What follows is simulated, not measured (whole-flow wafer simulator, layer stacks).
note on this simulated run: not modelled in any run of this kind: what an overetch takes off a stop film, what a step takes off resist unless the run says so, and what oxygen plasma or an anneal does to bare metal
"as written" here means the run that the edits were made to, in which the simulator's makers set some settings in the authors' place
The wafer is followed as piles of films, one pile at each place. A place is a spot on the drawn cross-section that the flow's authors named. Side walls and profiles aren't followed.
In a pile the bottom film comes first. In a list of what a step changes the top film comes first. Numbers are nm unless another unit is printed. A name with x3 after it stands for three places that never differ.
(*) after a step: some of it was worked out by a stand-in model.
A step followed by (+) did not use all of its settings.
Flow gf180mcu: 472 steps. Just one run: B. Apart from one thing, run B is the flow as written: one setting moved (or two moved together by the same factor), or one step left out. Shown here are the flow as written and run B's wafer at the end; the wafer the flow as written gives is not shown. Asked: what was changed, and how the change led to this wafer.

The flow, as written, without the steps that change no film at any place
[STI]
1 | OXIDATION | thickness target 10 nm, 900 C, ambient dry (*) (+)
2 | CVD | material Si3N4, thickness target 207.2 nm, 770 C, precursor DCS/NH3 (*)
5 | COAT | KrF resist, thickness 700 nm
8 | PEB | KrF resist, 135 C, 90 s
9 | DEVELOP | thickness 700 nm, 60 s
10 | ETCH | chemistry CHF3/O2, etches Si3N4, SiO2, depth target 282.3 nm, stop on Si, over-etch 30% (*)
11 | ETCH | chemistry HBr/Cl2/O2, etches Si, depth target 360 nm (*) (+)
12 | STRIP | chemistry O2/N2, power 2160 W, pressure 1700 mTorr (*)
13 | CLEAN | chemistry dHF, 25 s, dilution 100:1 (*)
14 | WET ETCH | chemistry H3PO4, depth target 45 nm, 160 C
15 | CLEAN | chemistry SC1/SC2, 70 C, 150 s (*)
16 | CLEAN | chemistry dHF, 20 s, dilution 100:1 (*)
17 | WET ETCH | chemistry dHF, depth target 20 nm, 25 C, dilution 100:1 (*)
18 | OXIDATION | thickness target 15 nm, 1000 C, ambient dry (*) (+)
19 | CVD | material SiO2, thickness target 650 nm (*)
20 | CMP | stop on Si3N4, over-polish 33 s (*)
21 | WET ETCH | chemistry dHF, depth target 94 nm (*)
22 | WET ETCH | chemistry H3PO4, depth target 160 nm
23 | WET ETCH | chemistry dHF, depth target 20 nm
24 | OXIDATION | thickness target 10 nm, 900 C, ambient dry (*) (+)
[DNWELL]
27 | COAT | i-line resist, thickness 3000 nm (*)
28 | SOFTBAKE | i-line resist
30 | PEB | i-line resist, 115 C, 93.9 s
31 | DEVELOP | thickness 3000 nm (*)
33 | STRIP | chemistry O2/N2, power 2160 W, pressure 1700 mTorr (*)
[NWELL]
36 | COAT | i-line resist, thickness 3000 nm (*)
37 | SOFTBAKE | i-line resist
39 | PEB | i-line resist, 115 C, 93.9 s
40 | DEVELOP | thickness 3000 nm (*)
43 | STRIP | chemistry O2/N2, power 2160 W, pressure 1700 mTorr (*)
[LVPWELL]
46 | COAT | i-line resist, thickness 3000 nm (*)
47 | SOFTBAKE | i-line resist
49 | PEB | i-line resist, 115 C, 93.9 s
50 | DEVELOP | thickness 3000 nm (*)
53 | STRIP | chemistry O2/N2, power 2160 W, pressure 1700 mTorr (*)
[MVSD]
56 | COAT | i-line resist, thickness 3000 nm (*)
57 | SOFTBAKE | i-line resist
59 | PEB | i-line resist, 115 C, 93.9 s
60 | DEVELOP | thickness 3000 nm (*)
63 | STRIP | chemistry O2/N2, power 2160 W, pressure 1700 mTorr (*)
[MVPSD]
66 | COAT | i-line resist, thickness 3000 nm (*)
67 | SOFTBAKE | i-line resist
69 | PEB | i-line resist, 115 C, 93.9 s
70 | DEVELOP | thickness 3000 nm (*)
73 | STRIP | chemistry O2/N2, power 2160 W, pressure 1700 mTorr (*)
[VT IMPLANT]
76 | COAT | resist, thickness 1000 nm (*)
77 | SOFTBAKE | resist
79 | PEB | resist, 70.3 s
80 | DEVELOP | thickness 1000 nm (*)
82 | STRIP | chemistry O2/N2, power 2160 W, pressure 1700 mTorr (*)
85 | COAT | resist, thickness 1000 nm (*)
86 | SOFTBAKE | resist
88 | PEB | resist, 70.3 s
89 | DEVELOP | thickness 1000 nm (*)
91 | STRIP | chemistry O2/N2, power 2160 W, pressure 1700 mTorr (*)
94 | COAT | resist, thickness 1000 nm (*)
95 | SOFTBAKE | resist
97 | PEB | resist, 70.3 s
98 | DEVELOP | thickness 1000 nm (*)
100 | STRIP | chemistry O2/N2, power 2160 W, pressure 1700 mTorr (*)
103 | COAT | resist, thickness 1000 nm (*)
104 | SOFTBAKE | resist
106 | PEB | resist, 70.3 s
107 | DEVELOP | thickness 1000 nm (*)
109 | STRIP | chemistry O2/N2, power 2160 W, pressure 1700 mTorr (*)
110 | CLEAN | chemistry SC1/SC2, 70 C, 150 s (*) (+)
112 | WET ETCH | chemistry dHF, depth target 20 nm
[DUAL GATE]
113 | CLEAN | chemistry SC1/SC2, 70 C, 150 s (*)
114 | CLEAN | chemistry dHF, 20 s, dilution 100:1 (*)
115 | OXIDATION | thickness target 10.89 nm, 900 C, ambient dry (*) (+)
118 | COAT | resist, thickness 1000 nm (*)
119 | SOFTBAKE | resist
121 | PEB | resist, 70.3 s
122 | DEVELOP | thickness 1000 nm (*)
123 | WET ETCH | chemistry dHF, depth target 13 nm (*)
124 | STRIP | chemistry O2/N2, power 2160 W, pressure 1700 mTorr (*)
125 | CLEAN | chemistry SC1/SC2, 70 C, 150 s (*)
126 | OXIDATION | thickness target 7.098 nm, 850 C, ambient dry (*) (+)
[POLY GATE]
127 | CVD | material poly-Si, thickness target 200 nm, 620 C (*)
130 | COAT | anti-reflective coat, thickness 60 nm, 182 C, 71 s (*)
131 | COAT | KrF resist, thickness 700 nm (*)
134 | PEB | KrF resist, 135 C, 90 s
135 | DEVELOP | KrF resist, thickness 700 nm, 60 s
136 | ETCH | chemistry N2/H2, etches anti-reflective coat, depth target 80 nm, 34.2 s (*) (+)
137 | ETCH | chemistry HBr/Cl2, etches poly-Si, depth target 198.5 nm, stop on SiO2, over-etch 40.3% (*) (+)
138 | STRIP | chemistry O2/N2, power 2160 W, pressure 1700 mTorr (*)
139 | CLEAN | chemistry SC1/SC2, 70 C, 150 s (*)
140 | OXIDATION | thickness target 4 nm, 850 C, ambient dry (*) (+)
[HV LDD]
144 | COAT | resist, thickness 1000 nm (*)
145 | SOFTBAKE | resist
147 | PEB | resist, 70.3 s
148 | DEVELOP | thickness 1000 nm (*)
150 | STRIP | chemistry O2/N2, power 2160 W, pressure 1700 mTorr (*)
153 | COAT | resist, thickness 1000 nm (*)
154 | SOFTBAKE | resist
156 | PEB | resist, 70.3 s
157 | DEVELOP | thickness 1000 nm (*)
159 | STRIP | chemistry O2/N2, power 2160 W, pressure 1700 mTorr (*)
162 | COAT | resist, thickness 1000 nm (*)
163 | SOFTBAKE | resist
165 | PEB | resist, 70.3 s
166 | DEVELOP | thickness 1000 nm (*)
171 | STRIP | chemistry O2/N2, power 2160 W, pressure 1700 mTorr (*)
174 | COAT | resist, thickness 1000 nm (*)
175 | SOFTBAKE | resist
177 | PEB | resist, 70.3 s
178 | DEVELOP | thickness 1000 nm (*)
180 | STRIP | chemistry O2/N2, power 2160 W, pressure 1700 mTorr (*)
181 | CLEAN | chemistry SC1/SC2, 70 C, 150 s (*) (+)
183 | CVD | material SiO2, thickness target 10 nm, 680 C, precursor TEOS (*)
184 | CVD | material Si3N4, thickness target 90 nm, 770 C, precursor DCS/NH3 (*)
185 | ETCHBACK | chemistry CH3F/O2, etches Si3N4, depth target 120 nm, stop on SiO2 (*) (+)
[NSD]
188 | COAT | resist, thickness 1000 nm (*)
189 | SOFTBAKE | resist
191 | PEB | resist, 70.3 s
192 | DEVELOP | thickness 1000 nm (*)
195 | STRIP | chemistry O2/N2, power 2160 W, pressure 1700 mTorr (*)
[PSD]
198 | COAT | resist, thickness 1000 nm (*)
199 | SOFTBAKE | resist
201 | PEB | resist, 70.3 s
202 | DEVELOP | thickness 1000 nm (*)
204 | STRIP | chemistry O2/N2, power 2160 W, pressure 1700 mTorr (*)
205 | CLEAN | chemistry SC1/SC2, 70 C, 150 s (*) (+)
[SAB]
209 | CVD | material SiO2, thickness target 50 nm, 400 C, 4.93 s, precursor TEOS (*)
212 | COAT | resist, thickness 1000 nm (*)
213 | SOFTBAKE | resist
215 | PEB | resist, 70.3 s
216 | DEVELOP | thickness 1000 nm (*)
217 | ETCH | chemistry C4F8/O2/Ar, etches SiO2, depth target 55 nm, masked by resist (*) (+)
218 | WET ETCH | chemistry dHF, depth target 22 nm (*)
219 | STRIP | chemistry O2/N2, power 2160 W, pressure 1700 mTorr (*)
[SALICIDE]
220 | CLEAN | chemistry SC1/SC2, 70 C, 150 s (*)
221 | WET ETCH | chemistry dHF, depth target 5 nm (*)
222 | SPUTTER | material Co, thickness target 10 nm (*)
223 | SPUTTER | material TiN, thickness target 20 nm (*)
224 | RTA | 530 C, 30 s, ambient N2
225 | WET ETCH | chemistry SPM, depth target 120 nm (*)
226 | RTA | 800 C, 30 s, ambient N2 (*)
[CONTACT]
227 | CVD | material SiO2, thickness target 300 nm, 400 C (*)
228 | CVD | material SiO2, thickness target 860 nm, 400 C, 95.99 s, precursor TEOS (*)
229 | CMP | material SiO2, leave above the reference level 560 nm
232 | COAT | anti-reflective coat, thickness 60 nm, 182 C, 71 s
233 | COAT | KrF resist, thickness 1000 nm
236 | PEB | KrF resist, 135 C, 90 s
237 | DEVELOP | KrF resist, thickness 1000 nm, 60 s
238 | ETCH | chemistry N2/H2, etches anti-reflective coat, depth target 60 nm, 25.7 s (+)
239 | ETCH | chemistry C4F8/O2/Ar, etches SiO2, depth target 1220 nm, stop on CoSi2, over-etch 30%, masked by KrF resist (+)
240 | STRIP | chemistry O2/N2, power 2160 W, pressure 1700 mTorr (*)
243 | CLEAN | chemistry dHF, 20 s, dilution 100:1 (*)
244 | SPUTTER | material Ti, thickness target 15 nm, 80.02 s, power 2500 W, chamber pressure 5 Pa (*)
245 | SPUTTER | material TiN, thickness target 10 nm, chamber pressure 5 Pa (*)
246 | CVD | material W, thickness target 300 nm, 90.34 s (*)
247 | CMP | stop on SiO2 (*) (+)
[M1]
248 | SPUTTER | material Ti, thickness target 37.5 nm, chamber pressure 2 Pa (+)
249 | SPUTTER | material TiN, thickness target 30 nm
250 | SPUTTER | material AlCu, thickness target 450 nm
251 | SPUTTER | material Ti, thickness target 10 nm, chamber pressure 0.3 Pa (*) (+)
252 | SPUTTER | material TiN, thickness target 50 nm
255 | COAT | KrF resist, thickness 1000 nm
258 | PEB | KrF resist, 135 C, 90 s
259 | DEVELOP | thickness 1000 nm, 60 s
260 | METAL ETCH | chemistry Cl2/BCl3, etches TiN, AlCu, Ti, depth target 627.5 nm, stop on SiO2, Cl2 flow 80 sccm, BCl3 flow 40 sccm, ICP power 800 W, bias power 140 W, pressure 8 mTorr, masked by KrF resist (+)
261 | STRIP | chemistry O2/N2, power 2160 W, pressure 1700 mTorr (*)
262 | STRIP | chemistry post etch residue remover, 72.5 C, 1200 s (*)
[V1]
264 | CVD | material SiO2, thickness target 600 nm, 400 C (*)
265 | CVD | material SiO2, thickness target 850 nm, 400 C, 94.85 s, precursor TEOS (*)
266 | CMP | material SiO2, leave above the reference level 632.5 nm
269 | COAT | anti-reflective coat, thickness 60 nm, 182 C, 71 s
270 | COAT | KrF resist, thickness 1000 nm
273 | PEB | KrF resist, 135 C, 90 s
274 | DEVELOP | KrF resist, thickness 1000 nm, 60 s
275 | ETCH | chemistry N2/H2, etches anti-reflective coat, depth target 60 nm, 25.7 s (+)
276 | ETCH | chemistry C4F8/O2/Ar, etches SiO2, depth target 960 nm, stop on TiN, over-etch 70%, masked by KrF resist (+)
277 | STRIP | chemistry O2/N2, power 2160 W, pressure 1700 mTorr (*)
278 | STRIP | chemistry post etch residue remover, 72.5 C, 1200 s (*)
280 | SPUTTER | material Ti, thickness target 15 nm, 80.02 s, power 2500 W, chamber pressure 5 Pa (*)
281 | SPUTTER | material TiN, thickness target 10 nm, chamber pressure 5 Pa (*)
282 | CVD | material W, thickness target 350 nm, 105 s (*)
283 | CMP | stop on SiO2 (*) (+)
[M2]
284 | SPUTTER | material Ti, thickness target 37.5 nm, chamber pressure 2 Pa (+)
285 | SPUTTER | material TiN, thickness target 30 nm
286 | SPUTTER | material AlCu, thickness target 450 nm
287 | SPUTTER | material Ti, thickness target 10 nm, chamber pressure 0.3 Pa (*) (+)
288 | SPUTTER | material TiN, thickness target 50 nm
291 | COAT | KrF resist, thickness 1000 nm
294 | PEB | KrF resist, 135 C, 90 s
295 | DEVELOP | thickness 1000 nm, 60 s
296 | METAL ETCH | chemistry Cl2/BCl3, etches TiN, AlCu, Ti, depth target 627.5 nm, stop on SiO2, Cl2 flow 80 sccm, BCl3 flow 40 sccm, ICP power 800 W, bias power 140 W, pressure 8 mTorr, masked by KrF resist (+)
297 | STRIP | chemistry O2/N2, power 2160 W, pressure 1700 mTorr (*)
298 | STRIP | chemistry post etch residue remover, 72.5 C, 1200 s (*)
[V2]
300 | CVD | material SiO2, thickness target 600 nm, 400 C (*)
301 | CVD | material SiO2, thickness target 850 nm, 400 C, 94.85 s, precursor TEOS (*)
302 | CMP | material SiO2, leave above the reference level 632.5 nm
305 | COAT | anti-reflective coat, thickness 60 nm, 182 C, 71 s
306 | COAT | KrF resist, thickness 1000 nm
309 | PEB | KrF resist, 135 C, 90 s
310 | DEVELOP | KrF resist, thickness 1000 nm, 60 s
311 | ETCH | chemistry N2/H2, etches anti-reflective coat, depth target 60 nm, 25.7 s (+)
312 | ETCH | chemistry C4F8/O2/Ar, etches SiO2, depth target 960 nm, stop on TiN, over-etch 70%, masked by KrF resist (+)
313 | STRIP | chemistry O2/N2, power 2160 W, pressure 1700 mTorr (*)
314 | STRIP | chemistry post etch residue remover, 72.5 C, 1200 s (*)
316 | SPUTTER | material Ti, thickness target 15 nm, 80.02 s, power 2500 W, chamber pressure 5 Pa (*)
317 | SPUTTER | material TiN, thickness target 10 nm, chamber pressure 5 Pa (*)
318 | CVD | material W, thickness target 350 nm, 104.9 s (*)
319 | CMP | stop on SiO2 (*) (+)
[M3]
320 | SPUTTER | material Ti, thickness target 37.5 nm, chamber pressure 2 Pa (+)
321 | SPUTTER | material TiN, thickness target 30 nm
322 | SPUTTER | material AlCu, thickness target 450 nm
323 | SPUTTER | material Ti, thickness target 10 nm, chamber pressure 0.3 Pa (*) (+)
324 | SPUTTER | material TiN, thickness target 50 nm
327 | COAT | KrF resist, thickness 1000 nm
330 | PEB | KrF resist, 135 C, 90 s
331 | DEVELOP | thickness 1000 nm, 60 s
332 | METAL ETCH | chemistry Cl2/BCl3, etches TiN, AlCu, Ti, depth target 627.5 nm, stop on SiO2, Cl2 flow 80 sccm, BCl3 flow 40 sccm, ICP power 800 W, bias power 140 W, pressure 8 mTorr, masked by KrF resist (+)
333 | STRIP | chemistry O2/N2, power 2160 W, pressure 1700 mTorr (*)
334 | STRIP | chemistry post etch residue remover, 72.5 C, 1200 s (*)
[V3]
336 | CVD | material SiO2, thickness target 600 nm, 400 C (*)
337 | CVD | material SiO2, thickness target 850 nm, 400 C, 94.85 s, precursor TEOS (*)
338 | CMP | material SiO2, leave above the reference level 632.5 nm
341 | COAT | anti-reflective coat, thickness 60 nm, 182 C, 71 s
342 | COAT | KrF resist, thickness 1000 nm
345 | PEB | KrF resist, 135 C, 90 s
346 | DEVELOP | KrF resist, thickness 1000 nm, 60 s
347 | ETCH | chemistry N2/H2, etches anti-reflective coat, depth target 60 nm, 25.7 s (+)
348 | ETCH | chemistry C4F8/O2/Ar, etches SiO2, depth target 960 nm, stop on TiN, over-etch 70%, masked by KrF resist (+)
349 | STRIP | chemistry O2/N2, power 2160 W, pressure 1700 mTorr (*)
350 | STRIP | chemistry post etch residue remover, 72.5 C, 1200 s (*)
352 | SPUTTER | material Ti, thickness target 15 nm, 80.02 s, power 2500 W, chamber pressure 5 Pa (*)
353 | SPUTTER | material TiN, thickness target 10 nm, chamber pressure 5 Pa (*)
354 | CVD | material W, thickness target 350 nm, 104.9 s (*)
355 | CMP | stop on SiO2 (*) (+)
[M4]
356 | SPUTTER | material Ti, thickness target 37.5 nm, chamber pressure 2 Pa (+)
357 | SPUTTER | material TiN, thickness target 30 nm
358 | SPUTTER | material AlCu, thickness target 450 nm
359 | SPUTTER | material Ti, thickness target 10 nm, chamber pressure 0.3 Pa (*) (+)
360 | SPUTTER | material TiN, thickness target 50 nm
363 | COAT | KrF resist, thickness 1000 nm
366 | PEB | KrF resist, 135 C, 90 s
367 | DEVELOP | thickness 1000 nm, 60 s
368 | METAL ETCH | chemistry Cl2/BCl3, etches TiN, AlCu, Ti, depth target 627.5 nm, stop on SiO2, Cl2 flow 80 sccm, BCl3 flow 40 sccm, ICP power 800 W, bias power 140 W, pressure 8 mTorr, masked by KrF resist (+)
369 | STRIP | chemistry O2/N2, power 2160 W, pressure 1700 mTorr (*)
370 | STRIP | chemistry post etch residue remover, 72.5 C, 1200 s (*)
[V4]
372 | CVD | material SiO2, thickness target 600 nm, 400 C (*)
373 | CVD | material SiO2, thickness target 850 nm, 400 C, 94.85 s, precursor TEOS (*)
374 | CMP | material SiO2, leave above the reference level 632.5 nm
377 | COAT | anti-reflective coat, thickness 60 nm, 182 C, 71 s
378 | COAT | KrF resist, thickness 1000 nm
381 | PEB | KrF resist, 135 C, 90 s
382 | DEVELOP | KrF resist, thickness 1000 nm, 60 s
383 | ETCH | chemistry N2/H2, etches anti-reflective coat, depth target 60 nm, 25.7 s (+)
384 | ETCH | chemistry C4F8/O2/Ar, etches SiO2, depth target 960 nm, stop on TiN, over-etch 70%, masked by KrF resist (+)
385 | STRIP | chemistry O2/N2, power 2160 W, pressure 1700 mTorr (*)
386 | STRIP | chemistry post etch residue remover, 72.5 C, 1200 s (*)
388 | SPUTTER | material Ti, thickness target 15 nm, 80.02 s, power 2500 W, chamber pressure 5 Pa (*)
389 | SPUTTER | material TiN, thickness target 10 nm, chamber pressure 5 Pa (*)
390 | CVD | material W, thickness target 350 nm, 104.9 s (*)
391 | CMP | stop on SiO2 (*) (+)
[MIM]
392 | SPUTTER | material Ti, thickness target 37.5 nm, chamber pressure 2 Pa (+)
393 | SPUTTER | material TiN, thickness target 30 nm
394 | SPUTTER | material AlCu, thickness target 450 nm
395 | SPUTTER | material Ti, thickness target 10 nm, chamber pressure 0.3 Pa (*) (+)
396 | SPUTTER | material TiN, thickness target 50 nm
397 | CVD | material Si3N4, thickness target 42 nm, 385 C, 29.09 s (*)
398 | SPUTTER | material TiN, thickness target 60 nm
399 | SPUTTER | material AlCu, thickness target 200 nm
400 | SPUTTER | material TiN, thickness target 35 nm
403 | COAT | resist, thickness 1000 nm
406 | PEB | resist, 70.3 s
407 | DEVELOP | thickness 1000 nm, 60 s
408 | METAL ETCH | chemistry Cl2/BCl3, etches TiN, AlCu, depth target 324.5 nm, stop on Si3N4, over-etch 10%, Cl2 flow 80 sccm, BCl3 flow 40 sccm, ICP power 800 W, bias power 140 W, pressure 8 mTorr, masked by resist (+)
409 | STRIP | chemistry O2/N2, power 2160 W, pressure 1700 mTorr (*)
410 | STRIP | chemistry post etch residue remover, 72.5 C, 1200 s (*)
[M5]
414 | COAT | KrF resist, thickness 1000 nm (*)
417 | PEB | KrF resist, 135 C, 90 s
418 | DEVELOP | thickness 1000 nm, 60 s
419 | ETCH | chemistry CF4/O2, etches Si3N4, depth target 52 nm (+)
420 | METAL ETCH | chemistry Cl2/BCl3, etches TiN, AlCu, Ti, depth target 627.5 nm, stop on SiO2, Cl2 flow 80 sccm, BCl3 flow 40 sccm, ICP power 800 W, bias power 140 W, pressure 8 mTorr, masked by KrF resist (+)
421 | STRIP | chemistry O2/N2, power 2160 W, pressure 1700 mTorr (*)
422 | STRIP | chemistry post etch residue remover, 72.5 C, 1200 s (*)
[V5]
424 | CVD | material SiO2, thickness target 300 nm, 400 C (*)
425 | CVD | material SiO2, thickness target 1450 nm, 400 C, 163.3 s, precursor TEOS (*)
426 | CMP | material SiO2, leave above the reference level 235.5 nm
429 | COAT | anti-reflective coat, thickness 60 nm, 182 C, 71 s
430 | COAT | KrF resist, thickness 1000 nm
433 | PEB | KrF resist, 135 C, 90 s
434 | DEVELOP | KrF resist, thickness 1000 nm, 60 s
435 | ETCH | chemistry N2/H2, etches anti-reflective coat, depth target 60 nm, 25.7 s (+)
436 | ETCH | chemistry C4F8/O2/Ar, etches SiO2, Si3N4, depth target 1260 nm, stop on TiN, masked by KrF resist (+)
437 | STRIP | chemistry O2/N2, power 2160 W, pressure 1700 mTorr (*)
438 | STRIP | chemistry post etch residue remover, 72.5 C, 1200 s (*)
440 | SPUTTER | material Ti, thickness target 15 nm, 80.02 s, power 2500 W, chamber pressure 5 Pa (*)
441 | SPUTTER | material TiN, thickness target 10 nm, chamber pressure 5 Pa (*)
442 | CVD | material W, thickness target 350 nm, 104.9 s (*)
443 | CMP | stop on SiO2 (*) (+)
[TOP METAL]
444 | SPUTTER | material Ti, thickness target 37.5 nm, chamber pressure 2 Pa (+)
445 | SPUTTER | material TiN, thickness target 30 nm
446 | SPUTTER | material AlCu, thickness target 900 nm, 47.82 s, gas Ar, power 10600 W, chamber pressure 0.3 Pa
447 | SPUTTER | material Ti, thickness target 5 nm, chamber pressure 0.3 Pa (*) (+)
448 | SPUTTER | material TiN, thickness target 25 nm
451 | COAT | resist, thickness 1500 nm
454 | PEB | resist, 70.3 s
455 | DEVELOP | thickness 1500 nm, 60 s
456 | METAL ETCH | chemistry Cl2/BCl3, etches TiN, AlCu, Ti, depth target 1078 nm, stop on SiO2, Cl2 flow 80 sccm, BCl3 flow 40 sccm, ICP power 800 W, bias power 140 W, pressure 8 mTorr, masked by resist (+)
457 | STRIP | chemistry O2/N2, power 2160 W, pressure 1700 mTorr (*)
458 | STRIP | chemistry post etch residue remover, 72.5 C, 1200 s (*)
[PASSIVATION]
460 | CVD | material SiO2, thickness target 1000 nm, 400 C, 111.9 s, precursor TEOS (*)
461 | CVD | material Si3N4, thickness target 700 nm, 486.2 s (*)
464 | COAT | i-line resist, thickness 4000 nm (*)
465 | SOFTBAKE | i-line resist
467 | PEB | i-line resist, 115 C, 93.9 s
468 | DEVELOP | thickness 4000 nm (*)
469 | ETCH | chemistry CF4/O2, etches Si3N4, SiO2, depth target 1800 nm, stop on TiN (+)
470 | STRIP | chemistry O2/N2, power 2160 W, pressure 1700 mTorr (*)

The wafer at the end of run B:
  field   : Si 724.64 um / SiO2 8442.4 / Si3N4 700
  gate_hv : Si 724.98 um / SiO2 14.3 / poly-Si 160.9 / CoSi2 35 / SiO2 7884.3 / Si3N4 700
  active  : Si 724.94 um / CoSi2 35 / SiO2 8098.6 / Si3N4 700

The reason: step 266, CMP: leave above the reference level 847.6 nm was run, whereas the flow has leave above the reference level 632.5 nm.

How this came from the change, step by step:
  266 | CMP | material SiO2, leave above the reference level 632.5 nm
      field, field__w1, field__w2 and 99 more: -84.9 SiO2 (in the flow as written it would be: -300 SiO2)
      field__w8, contact, m1 and 6 more: -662 SiO2 (in the flow as written it would be: -877.1 SiO2)
  276 | ETCH | chemistry C4F8/O2/Ar, etches SiO2, depth target 960 nm, stop on TiN, over-etch 70%, masked by KrF resist (+)
      contact: -787.6 SiO2 (all of it) (in the flow as written it would be: -572.5 SiO2 (all of it))
  280 | SPUTTER | material Ti, thickness target 15 nm, 80.02 s, power 2500 W, chamber pressure 5 Pa (*)
      contact: +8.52 Ti (new film) (in the flow as written it would be: +9.65 Ti (new film))
  281 | SPUTTER | material TiN, thickness target 10 nm, chamber pressure 5 Pa (*)
      contact: +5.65 TiN (new film) (in the flow as written it would be: +6.4 TiN (new film))
  282 | CVD | material W, thickness target 350 nm, 105 s (*)
      contact: +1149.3 W (new film) (in the flow as written it would be: +932.3 W (new film))
